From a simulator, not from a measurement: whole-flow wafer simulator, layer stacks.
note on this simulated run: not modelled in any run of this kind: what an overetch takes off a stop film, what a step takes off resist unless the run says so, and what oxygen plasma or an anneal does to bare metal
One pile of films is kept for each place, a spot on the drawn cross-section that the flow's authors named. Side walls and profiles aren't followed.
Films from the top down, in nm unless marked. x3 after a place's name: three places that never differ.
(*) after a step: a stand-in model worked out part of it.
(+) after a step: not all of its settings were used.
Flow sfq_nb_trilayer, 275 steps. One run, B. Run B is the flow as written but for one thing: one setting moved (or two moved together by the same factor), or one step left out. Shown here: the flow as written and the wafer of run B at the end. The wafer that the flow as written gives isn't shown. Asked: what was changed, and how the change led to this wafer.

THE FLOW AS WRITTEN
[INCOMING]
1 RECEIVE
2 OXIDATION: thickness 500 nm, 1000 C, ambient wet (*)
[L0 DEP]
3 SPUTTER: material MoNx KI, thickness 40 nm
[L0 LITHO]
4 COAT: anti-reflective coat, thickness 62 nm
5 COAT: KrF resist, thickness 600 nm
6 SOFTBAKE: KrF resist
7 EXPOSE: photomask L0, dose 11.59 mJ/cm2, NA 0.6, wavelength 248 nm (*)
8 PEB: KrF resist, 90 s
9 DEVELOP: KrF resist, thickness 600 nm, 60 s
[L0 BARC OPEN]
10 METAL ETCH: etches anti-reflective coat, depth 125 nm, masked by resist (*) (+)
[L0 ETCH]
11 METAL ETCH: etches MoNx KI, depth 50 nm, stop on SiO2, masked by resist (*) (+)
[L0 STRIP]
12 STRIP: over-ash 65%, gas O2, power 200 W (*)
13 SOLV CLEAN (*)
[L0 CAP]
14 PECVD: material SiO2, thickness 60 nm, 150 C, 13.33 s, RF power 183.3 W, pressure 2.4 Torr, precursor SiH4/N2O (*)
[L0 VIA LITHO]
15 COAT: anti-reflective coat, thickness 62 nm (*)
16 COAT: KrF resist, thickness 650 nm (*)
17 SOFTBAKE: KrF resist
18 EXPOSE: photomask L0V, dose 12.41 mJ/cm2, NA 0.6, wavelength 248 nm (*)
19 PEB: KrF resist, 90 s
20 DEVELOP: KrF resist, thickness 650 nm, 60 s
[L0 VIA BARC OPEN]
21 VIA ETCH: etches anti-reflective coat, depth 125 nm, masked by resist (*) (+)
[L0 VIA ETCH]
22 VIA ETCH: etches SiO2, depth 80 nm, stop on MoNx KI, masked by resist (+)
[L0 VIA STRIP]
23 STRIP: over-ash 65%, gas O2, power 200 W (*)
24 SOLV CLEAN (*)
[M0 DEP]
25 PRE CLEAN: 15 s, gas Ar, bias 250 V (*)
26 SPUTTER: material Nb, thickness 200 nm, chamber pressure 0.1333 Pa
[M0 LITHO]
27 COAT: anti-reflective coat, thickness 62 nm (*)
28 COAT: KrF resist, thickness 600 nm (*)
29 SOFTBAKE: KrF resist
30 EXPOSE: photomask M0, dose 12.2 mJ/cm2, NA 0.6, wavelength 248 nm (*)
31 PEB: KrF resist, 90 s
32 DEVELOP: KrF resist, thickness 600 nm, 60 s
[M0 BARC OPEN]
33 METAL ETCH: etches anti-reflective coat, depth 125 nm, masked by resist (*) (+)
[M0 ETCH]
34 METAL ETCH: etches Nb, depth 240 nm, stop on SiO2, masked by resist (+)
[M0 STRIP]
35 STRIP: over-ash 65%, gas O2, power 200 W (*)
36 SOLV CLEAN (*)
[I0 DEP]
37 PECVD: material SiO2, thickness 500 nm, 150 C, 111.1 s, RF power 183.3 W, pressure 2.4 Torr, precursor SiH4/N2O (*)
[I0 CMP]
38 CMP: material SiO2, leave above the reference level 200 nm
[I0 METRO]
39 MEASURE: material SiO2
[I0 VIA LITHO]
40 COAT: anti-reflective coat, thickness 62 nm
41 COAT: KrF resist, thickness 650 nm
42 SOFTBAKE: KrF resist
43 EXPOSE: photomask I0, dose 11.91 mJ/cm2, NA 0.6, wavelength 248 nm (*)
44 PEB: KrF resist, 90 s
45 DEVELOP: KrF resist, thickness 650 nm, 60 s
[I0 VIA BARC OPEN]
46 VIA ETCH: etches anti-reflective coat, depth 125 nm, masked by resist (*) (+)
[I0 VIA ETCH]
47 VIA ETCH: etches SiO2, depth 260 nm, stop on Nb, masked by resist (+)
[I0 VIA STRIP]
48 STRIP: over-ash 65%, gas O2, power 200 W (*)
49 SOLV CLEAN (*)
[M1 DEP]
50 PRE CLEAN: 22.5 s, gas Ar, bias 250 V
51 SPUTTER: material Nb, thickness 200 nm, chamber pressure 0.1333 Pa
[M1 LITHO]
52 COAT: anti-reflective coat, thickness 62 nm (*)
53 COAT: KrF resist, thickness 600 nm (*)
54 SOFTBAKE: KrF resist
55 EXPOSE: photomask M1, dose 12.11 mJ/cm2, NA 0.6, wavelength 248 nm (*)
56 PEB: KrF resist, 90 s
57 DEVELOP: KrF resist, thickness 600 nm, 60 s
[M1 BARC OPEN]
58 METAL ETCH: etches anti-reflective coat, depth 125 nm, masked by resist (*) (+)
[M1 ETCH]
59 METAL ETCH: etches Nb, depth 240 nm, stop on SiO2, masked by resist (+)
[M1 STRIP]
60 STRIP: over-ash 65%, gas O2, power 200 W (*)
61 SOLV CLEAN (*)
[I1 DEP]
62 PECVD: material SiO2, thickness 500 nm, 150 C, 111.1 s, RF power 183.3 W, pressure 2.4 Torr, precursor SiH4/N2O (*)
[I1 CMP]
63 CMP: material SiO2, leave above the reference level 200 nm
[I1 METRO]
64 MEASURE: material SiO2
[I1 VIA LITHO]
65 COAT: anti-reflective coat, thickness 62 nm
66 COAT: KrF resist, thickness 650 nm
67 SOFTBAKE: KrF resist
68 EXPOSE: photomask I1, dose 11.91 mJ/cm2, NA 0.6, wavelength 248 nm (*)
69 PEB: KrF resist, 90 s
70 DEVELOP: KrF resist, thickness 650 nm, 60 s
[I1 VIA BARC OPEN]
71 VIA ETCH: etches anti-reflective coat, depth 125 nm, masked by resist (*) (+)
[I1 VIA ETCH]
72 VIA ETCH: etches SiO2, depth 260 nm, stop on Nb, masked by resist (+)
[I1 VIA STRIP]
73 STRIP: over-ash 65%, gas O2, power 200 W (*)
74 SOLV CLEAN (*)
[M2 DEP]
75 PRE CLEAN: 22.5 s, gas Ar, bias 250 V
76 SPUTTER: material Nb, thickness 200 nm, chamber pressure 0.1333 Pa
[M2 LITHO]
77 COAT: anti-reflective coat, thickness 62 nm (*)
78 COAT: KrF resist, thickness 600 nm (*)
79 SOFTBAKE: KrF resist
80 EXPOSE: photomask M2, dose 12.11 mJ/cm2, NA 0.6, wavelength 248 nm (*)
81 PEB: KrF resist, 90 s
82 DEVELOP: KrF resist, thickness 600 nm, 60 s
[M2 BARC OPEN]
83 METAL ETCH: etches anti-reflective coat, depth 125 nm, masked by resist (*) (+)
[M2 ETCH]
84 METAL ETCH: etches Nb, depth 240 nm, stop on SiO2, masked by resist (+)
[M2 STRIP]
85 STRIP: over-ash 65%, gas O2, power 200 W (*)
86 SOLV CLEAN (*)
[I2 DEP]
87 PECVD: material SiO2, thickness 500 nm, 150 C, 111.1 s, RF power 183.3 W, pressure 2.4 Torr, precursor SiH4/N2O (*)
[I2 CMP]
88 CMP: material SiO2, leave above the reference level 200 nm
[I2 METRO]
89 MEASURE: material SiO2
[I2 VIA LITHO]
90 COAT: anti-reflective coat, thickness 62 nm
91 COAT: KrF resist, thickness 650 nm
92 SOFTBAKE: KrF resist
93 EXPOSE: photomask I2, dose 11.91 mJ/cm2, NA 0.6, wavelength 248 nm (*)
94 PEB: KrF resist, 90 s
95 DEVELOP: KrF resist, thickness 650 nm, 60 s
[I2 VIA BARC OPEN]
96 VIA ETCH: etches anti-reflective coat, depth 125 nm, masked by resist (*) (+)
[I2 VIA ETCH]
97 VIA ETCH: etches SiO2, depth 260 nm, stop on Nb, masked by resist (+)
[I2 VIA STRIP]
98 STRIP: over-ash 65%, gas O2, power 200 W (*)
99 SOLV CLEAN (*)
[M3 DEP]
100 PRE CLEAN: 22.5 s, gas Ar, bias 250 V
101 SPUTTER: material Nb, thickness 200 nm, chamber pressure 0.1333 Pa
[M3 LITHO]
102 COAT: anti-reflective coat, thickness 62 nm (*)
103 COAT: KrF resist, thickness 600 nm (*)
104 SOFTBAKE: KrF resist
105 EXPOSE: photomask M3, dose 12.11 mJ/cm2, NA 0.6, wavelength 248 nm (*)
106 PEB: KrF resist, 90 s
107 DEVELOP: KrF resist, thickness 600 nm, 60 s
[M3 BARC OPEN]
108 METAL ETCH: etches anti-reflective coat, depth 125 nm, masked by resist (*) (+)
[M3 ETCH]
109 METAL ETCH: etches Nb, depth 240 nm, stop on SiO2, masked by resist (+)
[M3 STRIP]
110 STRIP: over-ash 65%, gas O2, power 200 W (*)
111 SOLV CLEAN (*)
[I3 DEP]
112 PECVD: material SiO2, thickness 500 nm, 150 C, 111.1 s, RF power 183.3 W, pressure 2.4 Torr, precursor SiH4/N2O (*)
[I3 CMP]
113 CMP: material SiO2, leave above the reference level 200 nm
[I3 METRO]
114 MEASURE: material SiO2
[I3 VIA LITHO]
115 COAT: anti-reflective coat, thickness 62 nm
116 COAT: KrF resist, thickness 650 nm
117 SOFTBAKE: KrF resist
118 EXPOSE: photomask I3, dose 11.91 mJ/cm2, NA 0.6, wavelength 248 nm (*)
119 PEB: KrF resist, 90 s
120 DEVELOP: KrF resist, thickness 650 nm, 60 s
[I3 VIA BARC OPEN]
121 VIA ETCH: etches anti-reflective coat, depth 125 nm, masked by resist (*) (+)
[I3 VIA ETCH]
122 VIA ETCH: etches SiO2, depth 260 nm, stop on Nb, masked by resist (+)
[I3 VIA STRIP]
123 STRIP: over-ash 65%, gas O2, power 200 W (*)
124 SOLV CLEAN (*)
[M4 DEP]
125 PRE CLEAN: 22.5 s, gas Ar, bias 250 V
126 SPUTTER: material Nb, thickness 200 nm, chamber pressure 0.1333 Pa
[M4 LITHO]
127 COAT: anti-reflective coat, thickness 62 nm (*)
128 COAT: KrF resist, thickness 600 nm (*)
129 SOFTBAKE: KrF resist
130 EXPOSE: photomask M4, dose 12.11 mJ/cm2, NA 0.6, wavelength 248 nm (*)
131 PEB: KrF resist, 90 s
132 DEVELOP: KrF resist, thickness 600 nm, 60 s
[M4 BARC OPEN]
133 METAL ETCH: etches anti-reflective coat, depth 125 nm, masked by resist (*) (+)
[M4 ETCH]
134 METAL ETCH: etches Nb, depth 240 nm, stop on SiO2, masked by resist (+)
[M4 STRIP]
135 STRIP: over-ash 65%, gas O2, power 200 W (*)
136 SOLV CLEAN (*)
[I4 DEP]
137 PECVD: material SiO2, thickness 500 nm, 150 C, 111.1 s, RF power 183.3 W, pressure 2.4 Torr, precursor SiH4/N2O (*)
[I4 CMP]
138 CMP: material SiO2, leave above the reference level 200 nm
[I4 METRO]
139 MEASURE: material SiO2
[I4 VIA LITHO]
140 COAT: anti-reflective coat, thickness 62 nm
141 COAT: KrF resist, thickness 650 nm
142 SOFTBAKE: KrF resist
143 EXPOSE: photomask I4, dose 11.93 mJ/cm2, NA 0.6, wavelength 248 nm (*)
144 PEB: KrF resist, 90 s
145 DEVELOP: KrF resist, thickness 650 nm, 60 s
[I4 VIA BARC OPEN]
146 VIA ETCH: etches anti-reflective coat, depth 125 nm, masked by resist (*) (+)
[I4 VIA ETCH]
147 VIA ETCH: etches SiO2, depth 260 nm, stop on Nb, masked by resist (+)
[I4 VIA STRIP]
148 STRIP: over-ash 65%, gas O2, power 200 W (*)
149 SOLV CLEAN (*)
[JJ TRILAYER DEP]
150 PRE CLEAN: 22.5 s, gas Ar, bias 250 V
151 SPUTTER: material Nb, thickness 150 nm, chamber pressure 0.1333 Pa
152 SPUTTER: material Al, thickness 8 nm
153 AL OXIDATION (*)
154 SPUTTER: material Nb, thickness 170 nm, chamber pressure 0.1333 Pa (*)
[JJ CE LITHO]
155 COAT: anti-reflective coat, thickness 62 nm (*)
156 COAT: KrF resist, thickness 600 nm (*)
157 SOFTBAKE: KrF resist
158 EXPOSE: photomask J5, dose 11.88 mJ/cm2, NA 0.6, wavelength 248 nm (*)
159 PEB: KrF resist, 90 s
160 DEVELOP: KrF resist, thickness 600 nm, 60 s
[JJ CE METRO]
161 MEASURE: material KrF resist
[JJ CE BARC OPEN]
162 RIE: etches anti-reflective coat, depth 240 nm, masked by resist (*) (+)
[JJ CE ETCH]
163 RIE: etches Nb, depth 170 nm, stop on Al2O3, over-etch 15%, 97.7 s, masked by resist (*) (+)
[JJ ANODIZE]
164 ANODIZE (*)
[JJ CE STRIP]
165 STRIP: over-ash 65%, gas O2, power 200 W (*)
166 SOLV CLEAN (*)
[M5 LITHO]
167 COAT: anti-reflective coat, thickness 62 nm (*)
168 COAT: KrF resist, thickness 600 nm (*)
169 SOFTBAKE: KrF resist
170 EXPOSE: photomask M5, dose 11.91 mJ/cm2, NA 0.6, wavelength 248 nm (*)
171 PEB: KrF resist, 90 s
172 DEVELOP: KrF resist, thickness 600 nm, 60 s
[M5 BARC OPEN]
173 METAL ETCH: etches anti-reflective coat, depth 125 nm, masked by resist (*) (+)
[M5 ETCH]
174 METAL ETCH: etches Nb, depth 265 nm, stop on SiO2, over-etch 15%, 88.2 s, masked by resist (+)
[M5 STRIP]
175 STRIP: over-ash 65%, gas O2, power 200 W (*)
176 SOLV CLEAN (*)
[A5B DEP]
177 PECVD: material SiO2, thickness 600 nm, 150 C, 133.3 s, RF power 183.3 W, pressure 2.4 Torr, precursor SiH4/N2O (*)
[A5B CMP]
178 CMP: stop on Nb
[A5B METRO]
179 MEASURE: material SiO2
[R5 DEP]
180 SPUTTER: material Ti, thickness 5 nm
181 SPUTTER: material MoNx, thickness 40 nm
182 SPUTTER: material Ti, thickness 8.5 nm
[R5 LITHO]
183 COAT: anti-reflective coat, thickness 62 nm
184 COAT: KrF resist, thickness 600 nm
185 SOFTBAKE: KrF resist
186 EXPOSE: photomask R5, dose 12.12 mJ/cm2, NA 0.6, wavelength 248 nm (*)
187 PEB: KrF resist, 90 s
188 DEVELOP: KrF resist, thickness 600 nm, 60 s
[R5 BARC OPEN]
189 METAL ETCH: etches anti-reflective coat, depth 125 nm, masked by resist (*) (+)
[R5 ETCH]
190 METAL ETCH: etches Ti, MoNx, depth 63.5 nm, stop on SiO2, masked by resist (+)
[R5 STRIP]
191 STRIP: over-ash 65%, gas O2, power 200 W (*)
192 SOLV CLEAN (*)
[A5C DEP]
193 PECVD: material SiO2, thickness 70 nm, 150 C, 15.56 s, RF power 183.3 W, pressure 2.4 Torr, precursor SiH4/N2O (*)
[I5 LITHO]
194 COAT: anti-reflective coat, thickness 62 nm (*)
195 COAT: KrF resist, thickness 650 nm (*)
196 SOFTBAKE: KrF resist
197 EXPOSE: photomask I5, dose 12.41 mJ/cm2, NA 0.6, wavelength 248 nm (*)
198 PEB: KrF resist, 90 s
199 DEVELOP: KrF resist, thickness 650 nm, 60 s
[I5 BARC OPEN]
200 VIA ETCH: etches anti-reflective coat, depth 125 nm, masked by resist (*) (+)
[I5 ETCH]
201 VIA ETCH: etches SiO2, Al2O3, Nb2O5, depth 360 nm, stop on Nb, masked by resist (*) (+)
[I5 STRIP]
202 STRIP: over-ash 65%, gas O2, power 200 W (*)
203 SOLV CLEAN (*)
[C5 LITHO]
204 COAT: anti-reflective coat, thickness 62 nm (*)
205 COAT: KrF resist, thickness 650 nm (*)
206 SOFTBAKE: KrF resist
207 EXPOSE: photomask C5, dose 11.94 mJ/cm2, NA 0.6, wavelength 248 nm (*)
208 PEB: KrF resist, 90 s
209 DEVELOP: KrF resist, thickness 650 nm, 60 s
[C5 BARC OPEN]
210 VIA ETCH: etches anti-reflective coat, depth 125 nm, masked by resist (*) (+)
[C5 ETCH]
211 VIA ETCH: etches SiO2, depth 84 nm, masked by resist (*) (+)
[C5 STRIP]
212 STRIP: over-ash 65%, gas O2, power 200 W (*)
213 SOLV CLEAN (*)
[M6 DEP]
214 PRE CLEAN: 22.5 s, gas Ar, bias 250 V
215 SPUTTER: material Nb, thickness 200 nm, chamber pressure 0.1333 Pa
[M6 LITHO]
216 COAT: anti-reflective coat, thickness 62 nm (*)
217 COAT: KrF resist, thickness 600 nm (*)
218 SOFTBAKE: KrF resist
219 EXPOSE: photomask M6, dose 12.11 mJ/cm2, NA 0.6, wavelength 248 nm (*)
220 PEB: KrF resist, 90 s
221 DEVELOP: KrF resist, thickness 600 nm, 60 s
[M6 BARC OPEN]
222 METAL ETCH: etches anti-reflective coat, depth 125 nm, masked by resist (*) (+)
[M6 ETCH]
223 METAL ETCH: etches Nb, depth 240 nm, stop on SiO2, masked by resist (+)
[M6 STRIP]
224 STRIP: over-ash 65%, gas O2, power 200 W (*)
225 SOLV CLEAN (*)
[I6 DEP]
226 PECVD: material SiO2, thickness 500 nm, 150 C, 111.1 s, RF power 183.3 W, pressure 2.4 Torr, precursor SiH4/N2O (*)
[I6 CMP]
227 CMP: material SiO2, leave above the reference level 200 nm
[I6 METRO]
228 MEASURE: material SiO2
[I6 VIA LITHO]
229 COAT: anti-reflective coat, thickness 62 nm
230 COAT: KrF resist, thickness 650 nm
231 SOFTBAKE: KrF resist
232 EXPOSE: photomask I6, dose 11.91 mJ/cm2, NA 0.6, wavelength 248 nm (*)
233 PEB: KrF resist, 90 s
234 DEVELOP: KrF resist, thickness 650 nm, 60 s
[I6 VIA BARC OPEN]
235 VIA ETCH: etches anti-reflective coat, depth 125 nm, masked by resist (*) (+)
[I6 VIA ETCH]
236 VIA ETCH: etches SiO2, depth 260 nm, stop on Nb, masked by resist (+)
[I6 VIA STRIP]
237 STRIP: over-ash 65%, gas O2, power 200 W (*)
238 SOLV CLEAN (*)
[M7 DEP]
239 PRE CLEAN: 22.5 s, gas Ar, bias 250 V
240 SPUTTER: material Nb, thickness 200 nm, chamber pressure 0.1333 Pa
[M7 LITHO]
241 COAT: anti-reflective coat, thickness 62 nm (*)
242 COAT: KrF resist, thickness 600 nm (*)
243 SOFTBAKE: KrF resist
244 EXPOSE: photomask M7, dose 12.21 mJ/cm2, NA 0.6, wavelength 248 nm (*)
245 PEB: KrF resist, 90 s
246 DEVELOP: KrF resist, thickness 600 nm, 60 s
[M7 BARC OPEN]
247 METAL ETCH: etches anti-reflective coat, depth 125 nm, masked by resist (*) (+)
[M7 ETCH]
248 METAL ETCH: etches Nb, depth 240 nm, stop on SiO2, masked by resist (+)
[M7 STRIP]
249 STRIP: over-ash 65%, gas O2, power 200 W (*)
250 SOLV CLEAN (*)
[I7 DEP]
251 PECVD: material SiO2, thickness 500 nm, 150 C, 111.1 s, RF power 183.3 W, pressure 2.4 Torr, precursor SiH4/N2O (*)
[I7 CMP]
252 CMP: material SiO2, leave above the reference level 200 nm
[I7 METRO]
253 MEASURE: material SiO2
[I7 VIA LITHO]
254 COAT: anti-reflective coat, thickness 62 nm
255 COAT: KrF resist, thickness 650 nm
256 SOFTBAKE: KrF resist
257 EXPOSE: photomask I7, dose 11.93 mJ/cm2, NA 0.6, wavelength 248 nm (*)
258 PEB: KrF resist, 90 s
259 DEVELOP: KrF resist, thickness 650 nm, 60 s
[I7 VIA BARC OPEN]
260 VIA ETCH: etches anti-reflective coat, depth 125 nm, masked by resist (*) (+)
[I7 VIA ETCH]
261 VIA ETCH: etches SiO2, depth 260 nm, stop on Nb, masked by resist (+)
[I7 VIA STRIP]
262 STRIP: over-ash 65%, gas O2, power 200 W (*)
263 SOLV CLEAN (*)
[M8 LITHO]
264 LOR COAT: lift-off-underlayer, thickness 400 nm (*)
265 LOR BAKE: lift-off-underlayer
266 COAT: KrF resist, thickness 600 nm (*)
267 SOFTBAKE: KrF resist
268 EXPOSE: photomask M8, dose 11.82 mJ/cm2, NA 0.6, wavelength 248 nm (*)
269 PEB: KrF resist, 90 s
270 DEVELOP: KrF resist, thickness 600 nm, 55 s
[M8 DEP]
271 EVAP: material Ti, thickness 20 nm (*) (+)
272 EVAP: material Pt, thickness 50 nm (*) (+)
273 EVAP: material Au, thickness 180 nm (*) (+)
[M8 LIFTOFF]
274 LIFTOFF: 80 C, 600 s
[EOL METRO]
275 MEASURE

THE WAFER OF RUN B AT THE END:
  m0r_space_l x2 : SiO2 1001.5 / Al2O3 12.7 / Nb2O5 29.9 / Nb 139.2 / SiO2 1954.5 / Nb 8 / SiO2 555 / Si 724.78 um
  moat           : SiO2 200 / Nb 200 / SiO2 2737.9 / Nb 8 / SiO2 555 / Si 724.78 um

The cause: step 34, METAL ETCH: depth 192 nm was run, where the flow has depth 240 nm.

How the change led to this, step by step:
  34 METAL ETCH: etches Nb, depth 240 nm, stop on SiO2, masked by resist (+)
      moat, m0r_space_l x2: Nb -192 (as written it would be: Nb -200 (all of it))
      field_l, v_sur, via_wl and 100 more: KrF resist -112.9 (as written it would be: KrF resist -141.2)
  35 STRIP: over-ash 65%, gas O2, power 200 W (*)
      p4_fl x3, p4_w1 x9, p4_g1 x2 and 57 more: KrF resist -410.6 (all of it), anti-reflective coat -62 (all of it) (as written it would be: KrF resist -382.4 (all of it), anti-reflective coat -62 (all of it))
      c5j, ce_r, sp_r, r_sur, res: KrF resist -417.3 (all of it), anti-reflective coat -63.6 (all of it) (as written it would be: KrF resist -389 (all of it), anti-reflective coat -63.6 (all of it))
      (and at 27 more places)
  37 PECVD: material SiO2, thickness 500 nm, 150 C, 111.1 s, RF power 183.3 W, pressure 2.4 Torr, precursor SiH4/N2O (*)
      moat, m0r_space_l x2: SiO2 +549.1 (new film) (as written it would be: SiO2 +557.1)
Counting metal films that touch as one body, m0r_space_l x2 has 2 bodies (between them, from the top down: SiO2 1954.5); the flow as written gives 1 body.
Counting metal films that touch as one body, moat has 2 bodies (between them, from the top down: SiO2 2737.9); the flow as written gives 1 body.
